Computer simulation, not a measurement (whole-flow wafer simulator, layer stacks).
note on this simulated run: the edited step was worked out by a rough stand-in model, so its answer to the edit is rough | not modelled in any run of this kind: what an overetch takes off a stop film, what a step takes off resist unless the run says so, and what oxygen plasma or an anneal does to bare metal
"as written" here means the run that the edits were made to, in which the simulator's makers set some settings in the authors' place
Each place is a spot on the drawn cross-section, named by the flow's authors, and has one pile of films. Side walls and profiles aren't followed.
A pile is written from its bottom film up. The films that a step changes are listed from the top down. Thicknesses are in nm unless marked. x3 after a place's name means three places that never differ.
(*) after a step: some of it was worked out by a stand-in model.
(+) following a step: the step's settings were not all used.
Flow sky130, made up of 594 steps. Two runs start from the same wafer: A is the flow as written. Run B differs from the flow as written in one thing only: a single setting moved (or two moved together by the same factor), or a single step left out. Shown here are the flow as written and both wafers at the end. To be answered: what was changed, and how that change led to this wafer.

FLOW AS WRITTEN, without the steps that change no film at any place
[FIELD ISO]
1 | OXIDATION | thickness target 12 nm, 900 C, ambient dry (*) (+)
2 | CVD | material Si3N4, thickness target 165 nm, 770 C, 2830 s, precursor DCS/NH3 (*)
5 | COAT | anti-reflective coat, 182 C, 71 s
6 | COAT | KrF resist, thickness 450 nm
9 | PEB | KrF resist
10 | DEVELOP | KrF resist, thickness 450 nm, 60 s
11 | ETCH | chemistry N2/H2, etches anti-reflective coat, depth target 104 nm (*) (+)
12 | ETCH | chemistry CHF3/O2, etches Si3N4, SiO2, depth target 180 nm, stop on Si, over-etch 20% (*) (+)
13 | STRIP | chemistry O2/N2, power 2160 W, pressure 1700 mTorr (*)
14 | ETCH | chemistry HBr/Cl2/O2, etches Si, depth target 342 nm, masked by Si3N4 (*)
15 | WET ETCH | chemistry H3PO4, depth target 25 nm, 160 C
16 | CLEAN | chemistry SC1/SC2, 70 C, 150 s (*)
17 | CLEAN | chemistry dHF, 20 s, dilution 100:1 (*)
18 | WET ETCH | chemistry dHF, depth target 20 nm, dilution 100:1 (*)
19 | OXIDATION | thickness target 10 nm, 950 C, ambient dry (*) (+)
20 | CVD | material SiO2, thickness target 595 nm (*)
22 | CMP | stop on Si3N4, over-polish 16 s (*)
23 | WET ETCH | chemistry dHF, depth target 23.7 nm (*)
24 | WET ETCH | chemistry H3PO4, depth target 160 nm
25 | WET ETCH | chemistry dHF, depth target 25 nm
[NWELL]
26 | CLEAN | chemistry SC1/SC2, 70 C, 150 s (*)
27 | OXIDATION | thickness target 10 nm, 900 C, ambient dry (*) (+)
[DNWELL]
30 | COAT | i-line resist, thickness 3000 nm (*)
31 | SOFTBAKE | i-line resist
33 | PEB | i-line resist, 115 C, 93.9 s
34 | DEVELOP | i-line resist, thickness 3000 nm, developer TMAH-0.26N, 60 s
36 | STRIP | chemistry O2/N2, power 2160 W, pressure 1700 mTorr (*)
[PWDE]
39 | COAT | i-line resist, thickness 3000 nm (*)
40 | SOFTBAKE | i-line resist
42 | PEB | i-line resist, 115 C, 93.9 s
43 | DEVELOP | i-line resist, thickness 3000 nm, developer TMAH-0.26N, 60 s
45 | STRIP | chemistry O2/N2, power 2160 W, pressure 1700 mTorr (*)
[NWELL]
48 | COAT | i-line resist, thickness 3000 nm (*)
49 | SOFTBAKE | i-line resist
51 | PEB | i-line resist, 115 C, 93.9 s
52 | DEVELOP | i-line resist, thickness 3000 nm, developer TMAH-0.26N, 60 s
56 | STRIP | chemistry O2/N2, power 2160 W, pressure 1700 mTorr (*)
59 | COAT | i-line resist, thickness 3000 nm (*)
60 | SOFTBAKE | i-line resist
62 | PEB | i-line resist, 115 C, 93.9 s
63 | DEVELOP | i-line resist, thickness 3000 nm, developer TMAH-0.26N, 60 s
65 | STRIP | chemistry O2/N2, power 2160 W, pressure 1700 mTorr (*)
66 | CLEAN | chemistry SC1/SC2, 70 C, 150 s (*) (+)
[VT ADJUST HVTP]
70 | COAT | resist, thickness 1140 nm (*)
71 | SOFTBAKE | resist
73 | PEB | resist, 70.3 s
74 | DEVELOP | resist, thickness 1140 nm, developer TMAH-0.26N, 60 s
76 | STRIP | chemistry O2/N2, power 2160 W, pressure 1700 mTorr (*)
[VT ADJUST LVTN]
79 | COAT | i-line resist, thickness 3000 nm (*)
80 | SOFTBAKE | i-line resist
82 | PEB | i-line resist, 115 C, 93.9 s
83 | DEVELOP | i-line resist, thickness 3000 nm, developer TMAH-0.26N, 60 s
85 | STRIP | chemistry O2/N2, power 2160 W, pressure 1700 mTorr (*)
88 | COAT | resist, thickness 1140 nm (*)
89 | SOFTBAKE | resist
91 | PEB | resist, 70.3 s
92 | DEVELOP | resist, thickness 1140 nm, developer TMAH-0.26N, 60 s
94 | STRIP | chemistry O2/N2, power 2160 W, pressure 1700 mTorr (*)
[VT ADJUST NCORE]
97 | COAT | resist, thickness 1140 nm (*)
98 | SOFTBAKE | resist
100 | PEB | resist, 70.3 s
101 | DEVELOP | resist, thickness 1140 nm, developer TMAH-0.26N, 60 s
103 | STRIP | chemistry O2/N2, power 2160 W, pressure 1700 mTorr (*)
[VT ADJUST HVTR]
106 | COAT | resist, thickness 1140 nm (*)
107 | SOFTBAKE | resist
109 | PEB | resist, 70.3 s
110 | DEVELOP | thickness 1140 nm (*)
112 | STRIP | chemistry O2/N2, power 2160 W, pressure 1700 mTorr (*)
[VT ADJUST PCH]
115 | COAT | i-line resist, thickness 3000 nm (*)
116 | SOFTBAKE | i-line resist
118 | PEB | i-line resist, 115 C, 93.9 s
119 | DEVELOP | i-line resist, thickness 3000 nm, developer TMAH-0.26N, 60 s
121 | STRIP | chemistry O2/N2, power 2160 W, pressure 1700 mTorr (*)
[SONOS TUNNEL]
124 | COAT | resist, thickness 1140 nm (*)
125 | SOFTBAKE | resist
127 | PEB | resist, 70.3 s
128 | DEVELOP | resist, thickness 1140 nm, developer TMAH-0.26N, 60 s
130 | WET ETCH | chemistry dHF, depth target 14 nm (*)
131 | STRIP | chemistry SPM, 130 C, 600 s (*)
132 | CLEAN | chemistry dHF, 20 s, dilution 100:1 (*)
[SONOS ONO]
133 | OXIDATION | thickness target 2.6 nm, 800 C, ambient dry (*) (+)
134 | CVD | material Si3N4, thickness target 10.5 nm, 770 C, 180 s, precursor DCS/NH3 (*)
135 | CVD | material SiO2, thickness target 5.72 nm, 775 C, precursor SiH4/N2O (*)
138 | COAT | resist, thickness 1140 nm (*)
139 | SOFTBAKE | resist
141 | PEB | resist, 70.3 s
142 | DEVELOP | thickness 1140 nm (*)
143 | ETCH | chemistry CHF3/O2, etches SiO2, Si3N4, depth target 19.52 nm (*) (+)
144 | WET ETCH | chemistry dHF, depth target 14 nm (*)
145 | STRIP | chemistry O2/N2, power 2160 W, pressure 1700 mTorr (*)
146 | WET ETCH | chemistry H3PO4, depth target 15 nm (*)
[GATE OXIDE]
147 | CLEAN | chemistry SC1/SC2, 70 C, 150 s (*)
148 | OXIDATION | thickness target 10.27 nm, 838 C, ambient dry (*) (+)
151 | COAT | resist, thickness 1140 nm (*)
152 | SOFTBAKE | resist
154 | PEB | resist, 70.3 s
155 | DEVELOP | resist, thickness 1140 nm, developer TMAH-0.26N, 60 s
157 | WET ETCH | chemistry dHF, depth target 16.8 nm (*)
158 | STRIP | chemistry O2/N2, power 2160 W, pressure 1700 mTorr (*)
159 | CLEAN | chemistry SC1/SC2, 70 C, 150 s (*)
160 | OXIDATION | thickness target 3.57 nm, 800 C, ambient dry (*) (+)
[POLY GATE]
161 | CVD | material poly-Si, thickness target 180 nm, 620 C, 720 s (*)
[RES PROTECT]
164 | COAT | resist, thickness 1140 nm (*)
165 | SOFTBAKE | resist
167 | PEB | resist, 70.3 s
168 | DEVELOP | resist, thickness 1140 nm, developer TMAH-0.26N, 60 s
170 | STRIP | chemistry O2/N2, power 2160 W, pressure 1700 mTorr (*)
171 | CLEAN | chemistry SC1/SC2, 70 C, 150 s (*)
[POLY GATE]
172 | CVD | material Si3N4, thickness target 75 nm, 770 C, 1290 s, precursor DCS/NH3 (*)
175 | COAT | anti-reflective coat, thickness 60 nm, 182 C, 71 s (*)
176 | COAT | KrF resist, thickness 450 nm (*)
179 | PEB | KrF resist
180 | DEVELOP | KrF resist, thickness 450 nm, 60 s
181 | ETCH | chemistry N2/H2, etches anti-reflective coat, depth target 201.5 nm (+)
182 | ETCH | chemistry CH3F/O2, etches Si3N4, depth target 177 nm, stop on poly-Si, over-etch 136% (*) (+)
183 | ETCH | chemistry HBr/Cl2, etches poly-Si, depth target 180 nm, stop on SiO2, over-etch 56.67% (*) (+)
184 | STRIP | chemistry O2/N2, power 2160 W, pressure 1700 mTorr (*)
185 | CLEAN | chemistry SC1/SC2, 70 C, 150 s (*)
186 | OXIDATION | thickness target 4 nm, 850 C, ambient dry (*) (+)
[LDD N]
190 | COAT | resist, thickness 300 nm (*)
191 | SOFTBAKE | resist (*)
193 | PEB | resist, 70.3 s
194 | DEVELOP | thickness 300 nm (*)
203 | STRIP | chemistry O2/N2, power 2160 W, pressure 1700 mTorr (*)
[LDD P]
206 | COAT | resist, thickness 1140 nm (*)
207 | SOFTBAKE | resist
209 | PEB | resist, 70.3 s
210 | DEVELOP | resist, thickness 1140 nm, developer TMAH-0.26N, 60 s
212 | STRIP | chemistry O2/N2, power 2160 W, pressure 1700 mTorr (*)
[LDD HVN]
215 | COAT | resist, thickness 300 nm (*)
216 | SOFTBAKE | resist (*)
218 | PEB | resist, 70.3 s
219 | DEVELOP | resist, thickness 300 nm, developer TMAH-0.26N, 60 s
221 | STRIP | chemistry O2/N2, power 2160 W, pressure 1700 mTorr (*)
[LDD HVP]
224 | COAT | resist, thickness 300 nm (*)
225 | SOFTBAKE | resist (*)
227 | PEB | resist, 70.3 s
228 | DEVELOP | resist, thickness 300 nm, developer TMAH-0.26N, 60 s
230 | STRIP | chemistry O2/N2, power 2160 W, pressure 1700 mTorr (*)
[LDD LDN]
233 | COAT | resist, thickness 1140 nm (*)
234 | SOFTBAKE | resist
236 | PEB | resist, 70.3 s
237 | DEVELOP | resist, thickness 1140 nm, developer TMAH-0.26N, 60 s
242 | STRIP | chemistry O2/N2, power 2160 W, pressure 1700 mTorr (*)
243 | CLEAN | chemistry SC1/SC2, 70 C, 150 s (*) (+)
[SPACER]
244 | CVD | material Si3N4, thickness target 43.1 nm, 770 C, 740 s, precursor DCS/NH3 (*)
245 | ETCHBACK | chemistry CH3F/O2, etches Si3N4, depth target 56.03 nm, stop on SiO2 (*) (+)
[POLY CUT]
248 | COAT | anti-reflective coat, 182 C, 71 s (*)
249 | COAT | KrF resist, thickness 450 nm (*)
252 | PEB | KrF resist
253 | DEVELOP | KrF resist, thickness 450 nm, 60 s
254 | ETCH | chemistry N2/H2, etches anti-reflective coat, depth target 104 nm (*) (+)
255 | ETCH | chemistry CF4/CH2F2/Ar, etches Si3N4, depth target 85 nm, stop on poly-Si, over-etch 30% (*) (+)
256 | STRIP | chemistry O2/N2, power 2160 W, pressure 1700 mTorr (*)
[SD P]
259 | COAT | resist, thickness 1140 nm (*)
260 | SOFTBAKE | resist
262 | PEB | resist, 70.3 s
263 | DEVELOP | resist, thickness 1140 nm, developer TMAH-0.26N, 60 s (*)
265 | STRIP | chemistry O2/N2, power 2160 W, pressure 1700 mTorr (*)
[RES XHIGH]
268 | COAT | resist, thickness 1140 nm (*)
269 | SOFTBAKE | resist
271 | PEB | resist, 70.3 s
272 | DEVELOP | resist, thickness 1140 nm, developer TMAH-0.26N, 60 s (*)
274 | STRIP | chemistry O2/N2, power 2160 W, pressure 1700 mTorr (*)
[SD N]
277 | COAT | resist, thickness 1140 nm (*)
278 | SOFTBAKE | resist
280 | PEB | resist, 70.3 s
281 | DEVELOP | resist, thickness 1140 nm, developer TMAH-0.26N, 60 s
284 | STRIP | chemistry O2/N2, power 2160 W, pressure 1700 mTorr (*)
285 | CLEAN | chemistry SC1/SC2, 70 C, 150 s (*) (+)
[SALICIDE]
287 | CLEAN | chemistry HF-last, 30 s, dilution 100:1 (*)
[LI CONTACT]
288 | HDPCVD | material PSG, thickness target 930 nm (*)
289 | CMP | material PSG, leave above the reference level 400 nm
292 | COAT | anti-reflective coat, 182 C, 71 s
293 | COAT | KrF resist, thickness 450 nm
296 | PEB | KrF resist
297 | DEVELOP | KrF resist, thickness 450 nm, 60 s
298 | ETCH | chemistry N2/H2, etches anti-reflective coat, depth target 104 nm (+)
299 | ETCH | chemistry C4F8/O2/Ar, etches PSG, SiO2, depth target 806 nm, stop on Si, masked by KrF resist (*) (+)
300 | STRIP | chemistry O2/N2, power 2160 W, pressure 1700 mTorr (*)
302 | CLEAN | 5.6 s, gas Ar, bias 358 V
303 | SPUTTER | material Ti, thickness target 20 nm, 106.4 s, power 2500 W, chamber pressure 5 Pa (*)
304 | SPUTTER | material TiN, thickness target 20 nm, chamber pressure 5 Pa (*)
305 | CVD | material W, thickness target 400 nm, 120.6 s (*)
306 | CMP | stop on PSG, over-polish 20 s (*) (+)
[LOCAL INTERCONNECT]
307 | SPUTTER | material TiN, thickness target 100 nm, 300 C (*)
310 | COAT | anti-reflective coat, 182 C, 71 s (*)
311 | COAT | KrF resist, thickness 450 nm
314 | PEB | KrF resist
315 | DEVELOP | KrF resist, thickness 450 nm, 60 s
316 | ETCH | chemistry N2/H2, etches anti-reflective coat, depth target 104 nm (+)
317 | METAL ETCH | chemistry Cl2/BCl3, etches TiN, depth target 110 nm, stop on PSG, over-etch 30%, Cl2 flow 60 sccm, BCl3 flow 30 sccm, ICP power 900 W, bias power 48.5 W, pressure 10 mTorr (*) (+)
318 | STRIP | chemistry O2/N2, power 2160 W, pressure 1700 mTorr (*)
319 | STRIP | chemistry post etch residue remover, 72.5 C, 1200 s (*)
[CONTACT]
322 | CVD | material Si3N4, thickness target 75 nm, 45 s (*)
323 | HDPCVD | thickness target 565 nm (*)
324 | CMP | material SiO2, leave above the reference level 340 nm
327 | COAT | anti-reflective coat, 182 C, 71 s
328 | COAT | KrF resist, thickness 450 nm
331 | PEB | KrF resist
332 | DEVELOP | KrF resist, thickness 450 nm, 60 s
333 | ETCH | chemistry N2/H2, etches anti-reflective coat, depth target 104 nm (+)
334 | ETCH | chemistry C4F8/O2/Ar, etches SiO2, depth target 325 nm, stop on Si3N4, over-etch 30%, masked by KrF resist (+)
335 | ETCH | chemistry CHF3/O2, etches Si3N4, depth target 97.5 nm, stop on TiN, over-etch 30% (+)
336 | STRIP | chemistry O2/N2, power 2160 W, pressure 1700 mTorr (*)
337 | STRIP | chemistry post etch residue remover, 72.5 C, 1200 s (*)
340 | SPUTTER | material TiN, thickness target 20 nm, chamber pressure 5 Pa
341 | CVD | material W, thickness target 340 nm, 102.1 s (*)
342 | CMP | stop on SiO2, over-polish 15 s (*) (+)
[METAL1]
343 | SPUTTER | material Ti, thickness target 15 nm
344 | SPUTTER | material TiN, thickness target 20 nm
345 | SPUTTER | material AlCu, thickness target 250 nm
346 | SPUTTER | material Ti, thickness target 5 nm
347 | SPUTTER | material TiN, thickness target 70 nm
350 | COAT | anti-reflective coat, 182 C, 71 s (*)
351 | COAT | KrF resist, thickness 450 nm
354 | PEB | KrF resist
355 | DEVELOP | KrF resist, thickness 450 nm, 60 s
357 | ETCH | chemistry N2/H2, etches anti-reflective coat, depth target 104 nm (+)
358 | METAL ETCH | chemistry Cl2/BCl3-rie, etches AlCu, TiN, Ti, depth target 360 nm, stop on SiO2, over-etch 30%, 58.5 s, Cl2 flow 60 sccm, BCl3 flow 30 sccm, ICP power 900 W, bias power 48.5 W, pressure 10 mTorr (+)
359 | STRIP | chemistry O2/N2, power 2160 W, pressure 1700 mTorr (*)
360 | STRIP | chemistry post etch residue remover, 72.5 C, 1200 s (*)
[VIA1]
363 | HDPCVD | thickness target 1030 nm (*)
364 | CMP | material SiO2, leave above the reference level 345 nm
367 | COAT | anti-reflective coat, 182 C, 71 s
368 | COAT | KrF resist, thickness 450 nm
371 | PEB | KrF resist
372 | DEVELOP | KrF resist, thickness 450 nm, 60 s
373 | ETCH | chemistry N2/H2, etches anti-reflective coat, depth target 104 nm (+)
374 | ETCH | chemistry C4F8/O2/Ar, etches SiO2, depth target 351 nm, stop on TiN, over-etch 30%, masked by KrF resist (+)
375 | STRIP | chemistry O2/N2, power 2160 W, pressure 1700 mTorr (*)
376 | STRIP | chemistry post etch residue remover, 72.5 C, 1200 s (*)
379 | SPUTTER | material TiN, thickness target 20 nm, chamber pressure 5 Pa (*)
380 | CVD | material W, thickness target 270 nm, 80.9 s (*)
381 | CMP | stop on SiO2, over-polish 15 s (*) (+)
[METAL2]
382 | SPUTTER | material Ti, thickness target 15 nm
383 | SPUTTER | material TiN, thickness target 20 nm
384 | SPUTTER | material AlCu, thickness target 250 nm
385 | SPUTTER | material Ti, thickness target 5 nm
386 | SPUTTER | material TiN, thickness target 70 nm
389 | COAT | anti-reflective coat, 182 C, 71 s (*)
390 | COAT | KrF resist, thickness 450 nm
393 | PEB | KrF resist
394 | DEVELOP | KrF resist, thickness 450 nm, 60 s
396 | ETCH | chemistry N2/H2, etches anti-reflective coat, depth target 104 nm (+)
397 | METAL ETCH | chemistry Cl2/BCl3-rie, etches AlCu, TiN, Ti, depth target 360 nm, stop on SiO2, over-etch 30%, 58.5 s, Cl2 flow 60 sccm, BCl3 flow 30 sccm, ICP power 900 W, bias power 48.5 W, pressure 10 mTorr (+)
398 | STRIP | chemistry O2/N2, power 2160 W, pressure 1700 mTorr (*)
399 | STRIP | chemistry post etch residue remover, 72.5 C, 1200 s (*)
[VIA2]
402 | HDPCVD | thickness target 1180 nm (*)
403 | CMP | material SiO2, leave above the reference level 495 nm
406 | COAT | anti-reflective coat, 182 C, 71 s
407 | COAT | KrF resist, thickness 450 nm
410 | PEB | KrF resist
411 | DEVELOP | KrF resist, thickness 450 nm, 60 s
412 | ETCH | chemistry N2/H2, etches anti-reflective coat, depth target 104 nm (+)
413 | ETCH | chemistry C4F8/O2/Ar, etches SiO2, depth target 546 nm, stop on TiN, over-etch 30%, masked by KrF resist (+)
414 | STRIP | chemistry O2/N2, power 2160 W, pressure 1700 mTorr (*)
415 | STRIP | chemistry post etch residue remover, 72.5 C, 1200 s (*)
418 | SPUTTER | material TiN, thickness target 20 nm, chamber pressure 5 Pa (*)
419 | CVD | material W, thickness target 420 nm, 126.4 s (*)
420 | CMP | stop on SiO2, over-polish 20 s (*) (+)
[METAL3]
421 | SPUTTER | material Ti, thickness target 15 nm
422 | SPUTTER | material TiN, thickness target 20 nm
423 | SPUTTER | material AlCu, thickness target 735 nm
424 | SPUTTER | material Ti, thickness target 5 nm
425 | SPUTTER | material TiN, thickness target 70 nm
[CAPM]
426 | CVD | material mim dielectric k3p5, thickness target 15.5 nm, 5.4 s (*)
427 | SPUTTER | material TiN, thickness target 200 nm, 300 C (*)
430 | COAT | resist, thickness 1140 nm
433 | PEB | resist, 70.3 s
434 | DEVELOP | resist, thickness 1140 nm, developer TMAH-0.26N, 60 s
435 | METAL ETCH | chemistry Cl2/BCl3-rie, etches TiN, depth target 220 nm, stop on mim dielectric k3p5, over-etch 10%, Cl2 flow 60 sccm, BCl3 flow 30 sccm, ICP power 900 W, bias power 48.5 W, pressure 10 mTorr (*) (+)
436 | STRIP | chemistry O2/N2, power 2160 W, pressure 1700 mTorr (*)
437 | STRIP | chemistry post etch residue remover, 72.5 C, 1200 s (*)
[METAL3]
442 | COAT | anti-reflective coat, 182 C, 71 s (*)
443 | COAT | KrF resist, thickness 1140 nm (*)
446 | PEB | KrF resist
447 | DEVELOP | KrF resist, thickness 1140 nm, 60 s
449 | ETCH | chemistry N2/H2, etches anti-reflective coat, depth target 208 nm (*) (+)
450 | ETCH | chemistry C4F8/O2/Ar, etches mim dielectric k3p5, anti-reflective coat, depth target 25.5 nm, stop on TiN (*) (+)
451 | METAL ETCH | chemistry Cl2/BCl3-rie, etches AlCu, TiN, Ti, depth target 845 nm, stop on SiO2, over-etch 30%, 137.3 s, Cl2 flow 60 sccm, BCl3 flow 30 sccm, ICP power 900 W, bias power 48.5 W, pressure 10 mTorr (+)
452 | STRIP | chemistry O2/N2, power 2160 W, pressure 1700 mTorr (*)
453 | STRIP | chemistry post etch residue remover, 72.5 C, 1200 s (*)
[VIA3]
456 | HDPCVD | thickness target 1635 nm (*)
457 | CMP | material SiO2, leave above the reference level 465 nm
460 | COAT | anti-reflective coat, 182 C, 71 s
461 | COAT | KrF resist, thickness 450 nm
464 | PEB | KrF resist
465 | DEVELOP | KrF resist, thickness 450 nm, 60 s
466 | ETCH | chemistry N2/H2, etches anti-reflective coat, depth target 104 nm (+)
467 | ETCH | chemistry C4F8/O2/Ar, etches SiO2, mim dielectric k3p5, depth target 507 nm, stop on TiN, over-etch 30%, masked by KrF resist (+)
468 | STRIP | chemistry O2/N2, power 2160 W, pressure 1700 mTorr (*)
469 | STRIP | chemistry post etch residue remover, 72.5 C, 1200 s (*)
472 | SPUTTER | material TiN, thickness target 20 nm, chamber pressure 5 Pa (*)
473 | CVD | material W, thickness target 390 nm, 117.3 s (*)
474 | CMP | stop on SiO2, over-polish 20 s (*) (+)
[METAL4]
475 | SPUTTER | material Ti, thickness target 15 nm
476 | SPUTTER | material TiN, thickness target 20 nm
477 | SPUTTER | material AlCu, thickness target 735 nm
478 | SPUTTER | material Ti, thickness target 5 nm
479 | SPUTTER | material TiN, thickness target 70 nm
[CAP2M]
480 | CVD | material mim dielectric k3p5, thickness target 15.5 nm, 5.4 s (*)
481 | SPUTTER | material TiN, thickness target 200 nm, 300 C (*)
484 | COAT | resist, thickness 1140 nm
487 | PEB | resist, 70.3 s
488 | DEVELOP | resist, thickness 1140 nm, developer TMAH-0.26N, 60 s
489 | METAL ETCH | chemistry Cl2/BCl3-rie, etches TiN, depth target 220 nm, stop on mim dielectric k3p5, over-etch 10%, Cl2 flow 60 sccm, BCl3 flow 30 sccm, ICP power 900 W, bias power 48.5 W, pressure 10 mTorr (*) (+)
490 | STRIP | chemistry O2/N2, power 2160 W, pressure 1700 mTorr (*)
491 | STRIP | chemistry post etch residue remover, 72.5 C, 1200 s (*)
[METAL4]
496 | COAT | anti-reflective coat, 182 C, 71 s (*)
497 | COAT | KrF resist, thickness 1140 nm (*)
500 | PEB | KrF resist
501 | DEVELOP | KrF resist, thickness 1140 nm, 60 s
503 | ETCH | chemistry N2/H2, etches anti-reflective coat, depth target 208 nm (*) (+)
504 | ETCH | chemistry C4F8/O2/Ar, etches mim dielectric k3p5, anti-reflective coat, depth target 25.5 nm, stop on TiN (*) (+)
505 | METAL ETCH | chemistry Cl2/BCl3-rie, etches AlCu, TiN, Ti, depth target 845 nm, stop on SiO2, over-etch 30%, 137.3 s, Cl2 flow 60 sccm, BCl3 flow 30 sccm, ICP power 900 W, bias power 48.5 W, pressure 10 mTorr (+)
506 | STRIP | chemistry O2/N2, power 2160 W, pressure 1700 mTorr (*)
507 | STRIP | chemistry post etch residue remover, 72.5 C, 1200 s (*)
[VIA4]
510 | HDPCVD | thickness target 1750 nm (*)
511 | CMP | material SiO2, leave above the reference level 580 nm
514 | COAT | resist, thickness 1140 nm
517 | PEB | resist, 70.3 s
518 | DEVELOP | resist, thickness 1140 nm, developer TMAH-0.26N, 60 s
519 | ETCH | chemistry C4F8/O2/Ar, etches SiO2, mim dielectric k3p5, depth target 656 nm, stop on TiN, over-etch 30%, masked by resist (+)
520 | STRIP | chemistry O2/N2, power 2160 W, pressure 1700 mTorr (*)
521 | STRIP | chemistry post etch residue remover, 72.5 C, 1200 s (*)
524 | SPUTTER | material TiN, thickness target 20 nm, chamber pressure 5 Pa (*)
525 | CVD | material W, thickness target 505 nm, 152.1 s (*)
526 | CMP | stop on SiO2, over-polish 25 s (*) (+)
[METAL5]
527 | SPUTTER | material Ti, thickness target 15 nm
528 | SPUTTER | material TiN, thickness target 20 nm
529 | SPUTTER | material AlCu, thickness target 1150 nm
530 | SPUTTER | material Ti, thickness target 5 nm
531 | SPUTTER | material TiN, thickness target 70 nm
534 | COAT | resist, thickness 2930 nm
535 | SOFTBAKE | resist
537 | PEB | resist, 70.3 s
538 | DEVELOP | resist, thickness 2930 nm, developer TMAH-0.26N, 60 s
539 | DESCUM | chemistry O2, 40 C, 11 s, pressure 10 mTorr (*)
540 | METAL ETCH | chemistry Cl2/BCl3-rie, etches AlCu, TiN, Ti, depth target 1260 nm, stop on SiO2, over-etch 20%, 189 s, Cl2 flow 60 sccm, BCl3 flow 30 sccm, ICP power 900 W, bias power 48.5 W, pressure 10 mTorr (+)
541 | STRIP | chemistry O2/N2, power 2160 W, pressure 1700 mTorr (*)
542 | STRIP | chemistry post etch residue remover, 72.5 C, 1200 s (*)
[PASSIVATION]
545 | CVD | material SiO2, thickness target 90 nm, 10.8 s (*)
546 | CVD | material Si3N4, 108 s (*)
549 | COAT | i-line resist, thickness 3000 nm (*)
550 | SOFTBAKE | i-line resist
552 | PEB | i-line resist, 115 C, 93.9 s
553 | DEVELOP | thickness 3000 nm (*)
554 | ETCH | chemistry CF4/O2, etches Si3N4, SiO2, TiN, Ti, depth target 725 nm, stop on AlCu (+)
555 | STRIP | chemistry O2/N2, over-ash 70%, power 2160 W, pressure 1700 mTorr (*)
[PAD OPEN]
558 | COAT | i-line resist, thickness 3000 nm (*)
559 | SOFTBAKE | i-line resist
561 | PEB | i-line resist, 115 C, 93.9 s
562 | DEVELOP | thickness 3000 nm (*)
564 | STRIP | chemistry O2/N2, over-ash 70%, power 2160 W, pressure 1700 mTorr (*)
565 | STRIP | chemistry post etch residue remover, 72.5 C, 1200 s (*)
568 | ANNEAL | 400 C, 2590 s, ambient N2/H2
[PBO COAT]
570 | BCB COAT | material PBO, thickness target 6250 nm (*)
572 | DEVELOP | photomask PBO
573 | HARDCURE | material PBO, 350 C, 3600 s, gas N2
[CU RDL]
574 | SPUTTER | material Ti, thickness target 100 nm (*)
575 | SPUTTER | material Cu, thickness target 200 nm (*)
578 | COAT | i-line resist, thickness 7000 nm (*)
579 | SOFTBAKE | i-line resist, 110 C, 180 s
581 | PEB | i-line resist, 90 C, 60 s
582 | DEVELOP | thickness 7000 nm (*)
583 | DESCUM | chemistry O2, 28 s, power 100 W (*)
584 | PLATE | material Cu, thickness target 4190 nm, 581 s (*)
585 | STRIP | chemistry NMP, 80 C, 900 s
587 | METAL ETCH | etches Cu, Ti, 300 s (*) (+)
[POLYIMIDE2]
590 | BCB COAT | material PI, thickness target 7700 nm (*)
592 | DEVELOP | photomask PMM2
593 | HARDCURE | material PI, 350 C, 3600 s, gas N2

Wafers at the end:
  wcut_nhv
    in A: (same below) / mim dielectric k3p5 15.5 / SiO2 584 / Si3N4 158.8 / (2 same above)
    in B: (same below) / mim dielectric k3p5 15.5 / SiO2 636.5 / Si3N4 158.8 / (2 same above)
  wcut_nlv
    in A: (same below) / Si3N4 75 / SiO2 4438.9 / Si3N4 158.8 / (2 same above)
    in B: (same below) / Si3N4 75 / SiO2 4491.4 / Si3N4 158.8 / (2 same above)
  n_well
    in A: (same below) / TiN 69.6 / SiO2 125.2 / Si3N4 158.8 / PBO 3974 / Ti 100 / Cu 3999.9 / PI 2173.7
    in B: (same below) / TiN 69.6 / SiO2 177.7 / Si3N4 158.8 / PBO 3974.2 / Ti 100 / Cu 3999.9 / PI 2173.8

The reason: step 545, CVD: thickness target 128 nm was run, whereas the flow has thickness target 90 nm; step 545, CVD: 15.4 s was run, where the flow has 10.8 s.

The path from the change to this, step by step:
  545 | CVD | material SiO2, thickness target 90 nm, 10.8 s (*)
      field, active, gate and 175 more: A +125.2 SiO2 | B +177.7 SiO2
      n_well, p_well, sd_n and 12 more: A +125.2 SiO2 (new film) | B +177.7 SiO2 (new film)
  550 | SOFTBAKE | i-line resist
      gate_p_lvt, iso_guard_hv_nw: A +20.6 i-line resist | B +22.1 i-line resist
      active: A +12 i-line resist | B +13.1 i-line resist
      (as well as at 57 more places)
  554 | ETCH | chemistry CF4/O2, etches Si3N4, SiO2, TiN, Ti, depth target 725 nm, stop on AlCu (+)
      field, active, n_well and 189 more: A -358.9 i-line resist | B -411.4 i-line resist
      pad: A -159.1 Si3N4 (all of it), -125.2 SiO2 (all of it), -69.6 TiN (all of it), -5 Ti (all of it) | B -159.1 Si3N4 (all of it), -177.7 SiO2 (all of it), -69.6 TiN (all of it), -5 Ti (all of it)
  555 | STRIP | chemistry O2/N2, over-ash 70%, power 2160 W, pressure 1700 mTorr (*)
      gate_hv, dice_street, iso_guard and 83 more: A -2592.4 i-line resist (all of it) | B -2539.9 i-line resist (all of it)
      n_well, p_well, sd_n, sd_p: A -1340.8 i-line resist (all of it) | B -1288.3 i-line resist (all of it)
      (as well as at 29 more places)
  558 | COAT | i-line resist, thickness 3000 nm (*)
      pad: A +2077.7 i-line resist (new film) | B +2130.5 i-line resist (new film)
  559 | SOFTBAKE | i-line resist
      gate_p_lvt, iso_guard_hv_nw: A +20.6 i-line resist | B +22.1 i-line resist
      field: A +12.5 i-line resist | B +13.7 i-line resist
      (as well as at 64 more places)
  561 | PEB | i-line resist, 115 C, 93.9 s
      pad: A -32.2 i-line resist | B -33.1 i-line resist
  562 | DEVELOP | thickness 3000 nm (*)
      pad: A -2045.5 i-line resist (all of it) | B -2097.4 i-line resist (all of it)
  578 | COAT | i-line resist, thickness 7000 nm (*)
      pad: A +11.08 um i-line resist (new film) | B +11.14 um i-line resist (new film)
  579 | SOFTBAKE | i-line resist, 110 C, 180 s
      rpo_hd_licon, mim2: A -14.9 i-line resist | B -15.6 i-line resist
      mim: A -16.8 i-line resist | B -17.7 i-line resist
      (as well as at 27 more places)
  582 | DEVELOP | thickness 7000 nm (*)
      pad: A -11.08 um i-line resist (all of it) | B -11.14 um i-line resist (all of it)
